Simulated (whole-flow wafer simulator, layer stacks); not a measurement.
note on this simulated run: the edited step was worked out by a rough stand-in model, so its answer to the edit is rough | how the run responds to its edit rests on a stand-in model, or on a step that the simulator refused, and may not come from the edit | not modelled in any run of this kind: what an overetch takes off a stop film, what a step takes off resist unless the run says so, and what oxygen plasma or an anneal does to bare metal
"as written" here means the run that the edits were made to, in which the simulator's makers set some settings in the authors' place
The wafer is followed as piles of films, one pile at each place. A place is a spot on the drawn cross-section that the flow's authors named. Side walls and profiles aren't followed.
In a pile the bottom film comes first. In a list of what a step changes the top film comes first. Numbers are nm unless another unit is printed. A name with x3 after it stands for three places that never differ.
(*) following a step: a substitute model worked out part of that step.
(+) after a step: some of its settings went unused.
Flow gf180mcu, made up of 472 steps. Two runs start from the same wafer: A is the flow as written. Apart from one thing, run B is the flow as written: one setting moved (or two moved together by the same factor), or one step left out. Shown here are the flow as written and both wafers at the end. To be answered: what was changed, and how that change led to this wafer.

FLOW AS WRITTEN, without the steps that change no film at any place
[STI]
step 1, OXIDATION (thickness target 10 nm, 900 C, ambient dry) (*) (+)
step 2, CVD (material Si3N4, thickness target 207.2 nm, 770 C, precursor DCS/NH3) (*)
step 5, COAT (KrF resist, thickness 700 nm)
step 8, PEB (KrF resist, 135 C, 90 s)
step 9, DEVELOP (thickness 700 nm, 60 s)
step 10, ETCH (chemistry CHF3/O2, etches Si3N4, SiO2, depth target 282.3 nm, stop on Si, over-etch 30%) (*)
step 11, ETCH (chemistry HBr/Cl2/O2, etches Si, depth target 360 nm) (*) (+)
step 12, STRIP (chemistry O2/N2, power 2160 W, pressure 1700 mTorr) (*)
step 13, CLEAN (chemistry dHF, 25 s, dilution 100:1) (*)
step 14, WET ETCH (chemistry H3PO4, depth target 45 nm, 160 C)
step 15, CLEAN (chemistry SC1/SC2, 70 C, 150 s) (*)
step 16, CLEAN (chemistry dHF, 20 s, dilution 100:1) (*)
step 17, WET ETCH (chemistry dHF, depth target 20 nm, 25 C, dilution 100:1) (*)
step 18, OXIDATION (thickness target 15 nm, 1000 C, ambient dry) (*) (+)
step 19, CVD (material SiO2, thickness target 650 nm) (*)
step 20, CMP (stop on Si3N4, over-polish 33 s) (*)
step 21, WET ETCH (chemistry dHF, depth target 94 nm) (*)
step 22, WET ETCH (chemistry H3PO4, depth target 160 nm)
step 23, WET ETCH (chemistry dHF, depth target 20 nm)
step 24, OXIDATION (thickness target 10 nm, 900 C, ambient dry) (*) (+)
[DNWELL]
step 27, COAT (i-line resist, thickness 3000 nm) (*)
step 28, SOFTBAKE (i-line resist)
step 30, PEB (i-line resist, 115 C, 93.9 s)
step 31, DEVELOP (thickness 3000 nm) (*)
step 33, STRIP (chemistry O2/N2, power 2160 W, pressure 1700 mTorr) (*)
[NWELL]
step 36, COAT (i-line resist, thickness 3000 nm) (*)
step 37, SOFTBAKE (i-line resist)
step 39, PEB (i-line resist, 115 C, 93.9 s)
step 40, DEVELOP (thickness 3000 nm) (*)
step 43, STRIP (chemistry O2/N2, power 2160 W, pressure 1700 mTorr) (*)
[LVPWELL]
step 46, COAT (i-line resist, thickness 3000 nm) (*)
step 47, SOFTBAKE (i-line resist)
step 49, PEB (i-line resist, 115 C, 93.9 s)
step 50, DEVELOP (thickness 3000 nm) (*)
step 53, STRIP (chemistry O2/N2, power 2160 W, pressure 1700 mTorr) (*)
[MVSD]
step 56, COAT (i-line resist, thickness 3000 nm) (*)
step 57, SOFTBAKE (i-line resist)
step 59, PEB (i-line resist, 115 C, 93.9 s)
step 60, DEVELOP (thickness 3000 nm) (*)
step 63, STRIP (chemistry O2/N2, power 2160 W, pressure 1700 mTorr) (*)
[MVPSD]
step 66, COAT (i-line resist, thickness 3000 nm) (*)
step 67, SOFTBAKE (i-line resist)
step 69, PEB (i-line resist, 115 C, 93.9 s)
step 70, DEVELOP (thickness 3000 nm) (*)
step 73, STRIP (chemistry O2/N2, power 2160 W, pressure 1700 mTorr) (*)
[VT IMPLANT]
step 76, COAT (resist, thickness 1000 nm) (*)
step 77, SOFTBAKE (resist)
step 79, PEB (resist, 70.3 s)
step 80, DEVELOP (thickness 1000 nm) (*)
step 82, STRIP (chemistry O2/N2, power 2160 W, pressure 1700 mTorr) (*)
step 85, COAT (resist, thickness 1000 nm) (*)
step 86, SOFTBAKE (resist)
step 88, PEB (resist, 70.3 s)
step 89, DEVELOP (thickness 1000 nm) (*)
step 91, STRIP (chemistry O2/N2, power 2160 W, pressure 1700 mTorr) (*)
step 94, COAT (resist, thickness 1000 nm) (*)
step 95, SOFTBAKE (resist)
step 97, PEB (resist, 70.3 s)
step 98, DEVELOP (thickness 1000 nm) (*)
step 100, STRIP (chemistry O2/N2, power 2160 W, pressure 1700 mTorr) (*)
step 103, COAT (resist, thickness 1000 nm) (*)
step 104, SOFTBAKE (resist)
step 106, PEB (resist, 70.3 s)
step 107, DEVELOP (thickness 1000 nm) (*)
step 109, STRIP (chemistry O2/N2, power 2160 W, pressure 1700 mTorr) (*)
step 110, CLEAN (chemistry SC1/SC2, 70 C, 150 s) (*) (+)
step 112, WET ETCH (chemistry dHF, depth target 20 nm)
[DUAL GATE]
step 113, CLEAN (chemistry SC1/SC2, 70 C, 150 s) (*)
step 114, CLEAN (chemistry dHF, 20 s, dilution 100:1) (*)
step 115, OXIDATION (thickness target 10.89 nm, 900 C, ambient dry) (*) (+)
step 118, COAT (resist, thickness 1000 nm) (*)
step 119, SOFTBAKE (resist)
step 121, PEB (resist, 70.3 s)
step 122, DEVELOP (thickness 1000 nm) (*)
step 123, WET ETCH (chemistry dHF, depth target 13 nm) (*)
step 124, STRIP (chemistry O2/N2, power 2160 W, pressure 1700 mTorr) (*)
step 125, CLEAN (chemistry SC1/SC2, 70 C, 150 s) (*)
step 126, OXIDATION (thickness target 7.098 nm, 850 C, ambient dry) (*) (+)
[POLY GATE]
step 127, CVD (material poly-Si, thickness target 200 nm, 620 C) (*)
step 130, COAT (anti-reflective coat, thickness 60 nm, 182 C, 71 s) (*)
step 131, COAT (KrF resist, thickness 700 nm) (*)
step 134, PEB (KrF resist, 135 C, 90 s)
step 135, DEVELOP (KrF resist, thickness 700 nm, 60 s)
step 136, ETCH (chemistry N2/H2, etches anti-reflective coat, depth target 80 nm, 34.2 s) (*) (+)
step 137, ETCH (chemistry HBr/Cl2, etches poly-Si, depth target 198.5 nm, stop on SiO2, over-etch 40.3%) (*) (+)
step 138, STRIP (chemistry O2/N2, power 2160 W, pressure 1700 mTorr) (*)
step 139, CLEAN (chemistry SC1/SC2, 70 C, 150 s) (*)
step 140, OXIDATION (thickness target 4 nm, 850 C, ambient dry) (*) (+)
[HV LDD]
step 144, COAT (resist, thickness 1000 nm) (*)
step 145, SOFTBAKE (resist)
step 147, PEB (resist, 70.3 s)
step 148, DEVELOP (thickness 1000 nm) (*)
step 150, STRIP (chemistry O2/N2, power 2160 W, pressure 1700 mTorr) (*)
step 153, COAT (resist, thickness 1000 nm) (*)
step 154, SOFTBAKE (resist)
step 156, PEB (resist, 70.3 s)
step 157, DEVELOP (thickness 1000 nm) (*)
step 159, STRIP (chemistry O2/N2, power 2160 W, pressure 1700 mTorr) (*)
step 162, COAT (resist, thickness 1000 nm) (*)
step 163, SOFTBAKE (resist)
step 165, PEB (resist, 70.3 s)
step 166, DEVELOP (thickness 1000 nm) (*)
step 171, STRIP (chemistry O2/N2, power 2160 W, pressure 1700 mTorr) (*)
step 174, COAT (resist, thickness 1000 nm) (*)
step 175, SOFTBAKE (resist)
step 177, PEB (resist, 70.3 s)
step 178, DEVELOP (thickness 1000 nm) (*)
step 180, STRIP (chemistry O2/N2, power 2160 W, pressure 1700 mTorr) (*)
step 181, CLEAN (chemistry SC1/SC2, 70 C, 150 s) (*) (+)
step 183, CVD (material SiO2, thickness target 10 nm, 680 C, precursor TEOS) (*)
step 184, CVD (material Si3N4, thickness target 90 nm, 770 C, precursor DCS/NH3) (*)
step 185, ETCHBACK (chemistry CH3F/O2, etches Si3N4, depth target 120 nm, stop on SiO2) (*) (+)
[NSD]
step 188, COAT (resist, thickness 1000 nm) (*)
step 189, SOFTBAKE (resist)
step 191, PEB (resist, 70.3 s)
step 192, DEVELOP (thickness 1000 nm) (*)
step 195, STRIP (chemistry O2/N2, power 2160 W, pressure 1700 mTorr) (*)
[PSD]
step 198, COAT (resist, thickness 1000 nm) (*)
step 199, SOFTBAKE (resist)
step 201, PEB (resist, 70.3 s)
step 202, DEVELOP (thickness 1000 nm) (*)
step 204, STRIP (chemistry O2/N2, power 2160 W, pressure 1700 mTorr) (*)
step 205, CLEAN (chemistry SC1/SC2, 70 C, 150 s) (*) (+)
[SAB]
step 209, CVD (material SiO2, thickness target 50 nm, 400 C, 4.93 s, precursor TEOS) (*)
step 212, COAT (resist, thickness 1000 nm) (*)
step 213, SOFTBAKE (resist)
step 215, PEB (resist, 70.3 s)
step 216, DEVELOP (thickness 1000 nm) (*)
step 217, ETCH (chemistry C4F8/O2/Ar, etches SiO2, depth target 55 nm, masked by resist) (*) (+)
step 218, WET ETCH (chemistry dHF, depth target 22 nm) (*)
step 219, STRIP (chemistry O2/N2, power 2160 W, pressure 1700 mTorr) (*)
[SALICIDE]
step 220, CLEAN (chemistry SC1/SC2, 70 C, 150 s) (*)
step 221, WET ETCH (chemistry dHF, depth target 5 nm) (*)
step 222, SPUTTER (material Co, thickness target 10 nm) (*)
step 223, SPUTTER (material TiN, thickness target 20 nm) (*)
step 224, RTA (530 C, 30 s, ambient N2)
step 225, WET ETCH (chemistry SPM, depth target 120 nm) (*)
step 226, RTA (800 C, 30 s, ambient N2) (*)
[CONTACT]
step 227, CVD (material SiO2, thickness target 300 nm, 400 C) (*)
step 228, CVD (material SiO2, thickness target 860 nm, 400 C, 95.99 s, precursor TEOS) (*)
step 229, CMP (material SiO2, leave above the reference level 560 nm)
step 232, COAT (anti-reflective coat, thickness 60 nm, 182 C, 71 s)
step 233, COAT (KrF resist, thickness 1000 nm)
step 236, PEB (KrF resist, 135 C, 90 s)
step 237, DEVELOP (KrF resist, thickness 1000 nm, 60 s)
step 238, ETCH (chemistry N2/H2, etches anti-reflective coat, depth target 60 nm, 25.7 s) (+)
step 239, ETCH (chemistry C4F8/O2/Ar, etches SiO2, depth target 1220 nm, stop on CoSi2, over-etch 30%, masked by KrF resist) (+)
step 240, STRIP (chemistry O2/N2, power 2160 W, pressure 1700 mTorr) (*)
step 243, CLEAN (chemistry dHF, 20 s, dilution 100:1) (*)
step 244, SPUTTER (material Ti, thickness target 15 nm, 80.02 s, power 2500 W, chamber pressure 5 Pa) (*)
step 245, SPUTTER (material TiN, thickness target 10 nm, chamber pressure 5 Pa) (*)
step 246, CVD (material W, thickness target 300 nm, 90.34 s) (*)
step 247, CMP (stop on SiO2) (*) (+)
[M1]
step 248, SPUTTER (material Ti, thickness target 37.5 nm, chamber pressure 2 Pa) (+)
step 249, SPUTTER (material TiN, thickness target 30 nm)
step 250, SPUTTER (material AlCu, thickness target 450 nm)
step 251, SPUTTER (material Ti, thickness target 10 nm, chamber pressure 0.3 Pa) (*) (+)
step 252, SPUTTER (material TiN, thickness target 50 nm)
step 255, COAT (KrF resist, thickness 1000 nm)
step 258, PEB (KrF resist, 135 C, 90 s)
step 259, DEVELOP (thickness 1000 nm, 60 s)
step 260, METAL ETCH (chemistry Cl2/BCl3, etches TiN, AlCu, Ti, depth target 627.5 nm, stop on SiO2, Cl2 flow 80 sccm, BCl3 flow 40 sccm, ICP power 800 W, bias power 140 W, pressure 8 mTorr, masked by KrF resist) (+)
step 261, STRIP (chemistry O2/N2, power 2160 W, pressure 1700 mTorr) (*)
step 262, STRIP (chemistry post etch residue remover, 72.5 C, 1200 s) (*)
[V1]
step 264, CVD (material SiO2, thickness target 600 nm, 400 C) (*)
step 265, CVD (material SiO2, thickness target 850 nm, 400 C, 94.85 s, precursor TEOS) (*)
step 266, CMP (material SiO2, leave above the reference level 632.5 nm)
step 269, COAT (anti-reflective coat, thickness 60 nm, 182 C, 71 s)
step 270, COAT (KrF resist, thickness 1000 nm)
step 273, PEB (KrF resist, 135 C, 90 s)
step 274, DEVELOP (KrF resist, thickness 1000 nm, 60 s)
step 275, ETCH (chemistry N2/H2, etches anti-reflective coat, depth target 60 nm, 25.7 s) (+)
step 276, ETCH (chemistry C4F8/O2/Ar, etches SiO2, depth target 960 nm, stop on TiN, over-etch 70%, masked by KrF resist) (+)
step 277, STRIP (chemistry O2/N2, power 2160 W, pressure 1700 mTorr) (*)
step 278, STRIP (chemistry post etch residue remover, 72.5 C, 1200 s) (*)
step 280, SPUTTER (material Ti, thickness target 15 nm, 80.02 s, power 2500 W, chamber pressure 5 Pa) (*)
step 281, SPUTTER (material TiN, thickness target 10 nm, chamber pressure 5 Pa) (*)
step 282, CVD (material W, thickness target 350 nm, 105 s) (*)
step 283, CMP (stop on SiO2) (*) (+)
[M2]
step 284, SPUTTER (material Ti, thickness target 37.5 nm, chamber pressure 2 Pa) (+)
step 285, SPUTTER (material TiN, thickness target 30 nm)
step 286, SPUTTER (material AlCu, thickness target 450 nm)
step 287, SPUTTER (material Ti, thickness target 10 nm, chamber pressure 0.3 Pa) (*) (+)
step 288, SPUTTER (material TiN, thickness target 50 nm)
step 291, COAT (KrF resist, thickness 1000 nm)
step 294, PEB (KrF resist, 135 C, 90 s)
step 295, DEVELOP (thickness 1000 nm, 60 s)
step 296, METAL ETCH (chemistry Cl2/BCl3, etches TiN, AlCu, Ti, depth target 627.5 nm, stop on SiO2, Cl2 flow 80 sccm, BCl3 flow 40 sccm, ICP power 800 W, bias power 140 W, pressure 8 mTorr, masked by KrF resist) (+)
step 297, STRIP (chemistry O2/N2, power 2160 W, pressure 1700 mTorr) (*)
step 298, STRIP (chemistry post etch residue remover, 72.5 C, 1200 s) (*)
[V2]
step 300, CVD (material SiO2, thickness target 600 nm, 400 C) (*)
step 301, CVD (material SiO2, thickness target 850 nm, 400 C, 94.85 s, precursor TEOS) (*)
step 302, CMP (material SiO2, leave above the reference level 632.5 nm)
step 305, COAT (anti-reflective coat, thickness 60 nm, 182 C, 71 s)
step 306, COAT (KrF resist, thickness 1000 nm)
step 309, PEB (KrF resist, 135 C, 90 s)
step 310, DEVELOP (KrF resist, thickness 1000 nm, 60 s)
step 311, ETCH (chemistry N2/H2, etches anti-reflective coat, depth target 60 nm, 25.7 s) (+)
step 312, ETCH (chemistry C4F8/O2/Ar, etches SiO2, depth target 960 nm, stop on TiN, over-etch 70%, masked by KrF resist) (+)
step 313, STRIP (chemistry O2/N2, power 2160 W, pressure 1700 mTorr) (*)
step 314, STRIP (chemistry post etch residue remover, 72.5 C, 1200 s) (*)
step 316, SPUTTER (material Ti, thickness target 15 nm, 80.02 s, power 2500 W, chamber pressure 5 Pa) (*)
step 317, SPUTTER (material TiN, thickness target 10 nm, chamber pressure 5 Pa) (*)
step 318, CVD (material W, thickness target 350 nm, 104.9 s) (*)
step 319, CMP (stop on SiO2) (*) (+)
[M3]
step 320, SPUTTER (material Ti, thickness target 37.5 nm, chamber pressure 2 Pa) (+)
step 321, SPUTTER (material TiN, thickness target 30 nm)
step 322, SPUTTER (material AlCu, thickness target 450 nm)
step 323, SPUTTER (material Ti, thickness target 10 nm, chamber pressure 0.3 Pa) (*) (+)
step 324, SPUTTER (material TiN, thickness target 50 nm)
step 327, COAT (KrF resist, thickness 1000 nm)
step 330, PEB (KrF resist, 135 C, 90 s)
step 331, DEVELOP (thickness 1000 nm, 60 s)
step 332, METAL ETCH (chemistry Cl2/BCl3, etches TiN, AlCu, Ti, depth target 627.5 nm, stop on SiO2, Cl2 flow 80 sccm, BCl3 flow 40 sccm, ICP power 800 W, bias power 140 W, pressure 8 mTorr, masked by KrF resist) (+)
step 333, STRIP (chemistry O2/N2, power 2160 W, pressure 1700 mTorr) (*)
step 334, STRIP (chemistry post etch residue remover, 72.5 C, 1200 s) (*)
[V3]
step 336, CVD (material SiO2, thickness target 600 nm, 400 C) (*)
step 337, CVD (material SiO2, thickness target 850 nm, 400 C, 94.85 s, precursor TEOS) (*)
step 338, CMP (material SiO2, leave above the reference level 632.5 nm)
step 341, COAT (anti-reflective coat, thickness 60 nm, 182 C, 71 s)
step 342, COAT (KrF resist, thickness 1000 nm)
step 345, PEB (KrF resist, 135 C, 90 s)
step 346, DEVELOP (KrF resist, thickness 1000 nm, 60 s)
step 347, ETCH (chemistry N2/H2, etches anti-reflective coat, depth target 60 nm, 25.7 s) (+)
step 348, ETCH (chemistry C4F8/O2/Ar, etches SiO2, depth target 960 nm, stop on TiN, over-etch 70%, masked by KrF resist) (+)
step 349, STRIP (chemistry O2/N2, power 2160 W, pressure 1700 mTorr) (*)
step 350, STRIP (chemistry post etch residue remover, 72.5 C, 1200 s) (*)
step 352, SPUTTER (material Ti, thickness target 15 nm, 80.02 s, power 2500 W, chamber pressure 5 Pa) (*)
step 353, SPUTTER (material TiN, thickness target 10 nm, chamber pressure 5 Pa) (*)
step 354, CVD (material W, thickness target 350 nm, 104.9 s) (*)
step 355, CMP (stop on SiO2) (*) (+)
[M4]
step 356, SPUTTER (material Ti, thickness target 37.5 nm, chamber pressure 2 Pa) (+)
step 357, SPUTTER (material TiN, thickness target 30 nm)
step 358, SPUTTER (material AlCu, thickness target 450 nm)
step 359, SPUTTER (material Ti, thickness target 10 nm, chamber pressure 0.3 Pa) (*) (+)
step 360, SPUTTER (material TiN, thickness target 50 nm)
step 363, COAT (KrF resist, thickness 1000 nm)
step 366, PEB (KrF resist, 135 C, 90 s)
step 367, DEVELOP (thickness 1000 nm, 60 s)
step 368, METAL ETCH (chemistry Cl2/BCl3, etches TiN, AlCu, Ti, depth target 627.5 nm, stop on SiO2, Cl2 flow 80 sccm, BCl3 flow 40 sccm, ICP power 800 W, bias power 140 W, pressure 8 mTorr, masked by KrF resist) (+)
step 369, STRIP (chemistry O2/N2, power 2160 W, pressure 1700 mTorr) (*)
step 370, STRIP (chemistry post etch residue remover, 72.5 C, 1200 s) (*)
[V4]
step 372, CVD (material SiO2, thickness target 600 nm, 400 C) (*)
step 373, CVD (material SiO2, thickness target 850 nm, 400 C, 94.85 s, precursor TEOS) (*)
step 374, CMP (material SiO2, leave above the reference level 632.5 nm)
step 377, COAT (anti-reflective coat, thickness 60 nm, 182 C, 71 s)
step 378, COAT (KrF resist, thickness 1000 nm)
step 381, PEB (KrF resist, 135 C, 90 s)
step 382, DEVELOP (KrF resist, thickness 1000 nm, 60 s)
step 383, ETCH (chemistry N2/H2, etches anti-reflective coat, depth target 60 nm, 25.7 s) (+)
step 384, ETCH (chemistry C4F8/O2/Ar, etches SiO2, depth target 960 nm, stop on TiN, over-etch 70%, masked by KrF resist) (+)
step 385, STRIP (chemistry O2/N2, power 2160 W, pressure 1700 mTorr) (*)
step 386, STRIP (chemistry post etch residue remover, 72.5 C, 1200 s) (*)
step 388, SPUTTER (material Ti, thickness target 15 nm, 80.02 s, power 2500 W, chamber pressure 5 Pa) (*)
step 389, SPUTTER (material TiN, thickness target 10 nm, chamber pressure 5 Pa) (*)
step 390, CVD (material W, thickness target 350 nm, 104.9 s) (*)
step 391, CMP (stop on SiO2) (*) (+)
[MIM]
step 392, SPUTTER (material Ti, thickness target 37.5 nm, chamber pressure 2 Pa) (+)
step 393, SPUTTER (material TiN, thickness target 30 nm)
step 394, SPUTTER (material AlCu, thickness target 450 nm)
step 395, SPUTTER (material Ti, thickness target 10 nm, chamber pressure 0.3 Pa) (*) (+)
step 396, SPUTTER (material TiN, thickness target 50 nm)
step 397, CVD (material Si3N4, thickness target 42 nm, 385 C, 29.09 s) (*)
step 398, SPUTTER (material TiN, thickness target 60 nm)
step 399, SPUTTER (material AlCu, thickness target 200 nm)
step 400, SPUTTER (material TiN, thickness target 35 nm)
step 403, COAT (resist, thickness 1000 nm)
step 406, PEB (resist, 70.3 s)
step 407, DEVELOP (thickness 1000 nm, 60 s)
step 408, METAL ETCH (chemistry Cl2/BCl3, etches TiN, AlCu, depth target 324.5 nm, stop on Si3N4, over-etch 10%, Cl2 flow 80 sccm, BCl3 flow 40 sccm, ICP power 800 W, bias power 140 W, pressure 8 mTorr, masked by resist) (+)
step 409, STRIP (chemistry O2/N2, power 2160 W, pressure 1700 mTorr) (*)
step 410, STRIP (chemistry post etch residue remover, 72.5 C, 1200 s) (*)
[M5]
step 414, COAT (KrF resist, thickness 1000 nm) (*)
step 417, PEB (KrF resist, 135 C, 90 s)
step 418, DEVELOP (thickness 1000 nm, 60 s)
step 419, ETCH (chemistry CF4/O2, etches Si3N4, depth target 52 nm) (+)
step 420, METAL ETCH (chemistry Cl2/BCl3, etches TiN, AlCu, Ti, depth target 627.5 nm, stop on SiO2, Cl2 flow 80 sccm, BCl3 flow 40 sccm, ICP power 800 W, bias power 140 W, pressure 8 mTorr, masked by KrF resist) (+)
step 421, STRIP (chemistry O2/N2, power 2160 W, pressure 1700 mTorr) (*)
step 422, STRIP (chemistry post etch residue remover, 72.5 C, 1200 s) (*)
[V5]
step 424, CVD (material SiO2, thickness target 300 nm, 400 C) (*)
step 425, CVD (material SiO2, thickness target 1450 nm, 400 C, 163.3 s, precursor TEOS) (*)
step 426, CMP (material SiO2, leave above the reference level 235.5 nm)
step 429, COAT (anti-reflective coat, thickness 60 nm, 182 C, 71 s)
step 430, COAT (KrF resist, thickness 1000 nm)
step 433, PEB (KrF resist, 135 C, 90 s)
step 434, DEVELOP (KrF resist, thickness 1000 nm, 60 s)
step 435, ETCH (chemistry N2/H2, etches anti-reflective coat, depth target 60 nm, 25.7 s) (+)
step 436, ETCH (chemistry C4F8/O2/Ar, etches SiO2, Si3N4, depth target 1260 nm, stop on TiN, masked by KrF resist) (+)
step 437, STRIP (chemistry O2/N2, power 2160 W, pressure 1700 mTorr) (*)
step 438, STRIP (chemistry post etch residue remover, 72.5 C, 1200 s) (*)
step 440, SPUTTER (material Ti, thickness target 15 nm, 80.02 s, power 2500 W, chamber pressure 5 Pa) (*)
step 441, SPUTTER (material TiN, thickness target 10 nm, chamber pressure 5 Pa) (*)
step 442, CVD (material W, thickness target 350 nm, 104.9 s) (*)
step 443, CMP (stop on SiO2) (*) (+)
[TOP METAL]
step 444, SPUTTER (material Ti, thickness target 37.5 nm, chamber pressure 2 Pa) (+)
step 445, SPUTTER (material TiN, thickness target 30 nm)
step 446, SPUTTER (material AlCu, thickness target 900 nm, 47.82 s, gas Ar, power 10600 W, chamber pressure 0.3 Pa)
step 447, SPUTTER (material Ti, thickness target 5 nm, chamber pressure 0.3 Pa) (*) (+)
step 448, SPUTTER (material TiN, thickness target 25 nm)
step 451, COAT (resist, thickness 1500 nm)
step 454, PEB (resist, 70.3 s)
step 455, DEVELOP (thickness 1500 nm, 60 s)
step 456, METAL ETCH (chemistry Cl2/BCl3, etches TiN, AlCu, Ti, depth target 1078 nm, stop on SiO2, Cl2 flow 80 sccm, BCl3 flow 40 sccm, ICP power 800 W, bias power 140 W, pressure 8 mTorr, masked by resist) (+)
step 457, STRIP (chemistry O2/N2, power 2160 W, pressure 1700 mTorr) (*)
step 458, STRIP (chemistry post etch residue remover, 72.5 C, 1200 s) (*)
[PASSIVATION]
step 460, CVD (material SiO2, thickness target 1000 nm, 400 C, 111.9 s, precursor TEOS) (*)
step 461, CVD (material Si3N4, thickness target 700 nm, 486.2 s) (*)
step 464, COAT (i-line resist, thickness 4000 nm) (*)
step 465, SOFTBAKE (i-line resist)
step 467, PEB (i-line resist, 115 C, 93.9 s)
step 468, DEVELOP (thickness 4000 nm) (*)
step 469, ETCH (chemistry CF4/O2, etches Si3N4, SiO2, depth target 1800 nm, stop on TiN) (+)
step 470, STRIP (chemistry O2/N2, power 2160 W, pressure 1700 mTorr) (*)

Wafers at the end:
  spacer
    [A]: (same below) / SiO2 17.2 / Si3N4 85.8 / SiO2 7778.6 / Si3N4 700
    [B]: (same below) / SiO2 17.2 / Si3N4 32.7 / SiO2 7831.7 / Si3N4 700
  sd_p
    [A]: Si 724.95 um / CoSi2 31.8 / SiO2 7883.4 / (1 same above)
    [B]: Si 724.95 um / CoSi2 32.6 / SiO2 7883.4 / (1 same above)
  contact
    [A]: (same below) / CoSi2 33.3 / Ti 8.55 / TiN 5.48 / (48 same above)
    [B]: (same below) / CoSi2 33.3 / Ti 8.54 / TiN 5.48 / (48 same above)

What caused this: step 184, CVD: thickness target 36.9 nm was run, whereas the flow has thickness target 90 nm.

The path from the change to this, step by step:
  step 184, CVD (material Si3N4, thickness target 90 nm, 770 C, precursor DCS/NH3) (*)
      field, field__w1, field__w2 and 101 more: A +90 Si3N4 (new film) | B +36.9 Si3N4 (new film)
  step 185, ETCHBACK (chemistry CH3F/O2, etches Si3N4, depth target 120 nm, stop on SiO2) (*) (+)
      field, field__w1, field__w2 and 66 more: A -90 Si3N4 (all of it), -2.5 SiO2 | B -36.9 Si3N4 (all of it), -6.93 SiO2
      p_well, gate, gate_hv and 31 more: A -90 Si3N4 (all of it), -2.5 SiO2 | B -36.9 Si3N4 (all of it), -6.92 SiO2
  step 188, COAT (resist, thickness 1000 nm) (*)
      spacer: A +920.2 resist (new film) | B +968.5 resist (new film)
  step 189, SOFTBAKE (resist)
      field: A +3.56 resist | B +2.92 resist
      field__w1: A +5.23 resist | B +4.6 resist
      (also at 30 further places)
  step 191, PEB (resist, 70.3 s)
      spacer: A -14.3 resist | B -15.4 resist
  step 192, DEVELOP (thickness 1000 nm) (*)
      spacer: A -905.9 resist (all of it) | B -953.2 resist (all of it)
  step 198, COAT (resist, thickness 1000 nm) (*)
      spacer: A +920.2 resist (new film) | B +968.5 resist (new film)
  step 199, SOFTBAKE (resist)
      field: A +3.56 resist | B +2.92 resist
      field__w1: A +5.23 resist | B +4.6 resist
      (also at 30 further places)
  step 201, PEB (resist, 70.3 s)
      spacer: A -14.3 resist | B -15.4 resist
  step 204, STRIP (chemistry O2/N2, power 2160 W, pressure 1700 mTorr) (*)
      spacer: A -905.9 resist (all of it) | B -953.2 resist (all of it)
  step 212, COAT (resist, thickness 1000 nm) (*)
      spacer: A +919.4 resist (new film) | B +967.7 resist (new film)
  step 213, SOFTBAKE (resist)
      field__w9: A -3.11 resist | B +6.36 resist
      field__w11: A -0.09 resist | B +0.46 resist
      (also at 26 further places)
  step 215, PEB (resist, 70.3 s)
      spacer: A -14.3 resist | B -15.4 resist
  step 216, DEVELOP (thickness 1000 nm) (*)
      spacer: A -905.1 resist (all of it) | B -952.3 resist (all of it)
  step 218, WET ETCH (chemistry dHF, depth target 22 nm) (*)
      gate, gate_hv, gate_p and 23 more: A -5.48 SiO2 (all of it) | B -1.05 SiO2 (all of it)
      active, p_well, sd_n, iso_ptap_pw, iso_ntap_nw, iso_ptap_sub, vpnp_e: A -9.01 SiO2 (all of it) | B -4.59 SiO2 (all of it)
      (also at 16 further places)
  step 222, SPUTTER (material Co, thickness target 10 nm) (*)
      field__w2: A +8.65 Co (new film) | B +9.26 Co (new film)
      field__w3: A +8.06 Co (new film) | B +8.89 Co (new film)
      (also at 5 further places)
  ... 4 other steps ...
  step 229, CMP (material SiO2, leave above the reference level 560 nm)
      field__w2: A -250 SiO2 | B -244.6 SiO2
      field__w3: A -232.3 SiO2 | B -226.8 SiO2
      (also at 3 further places)
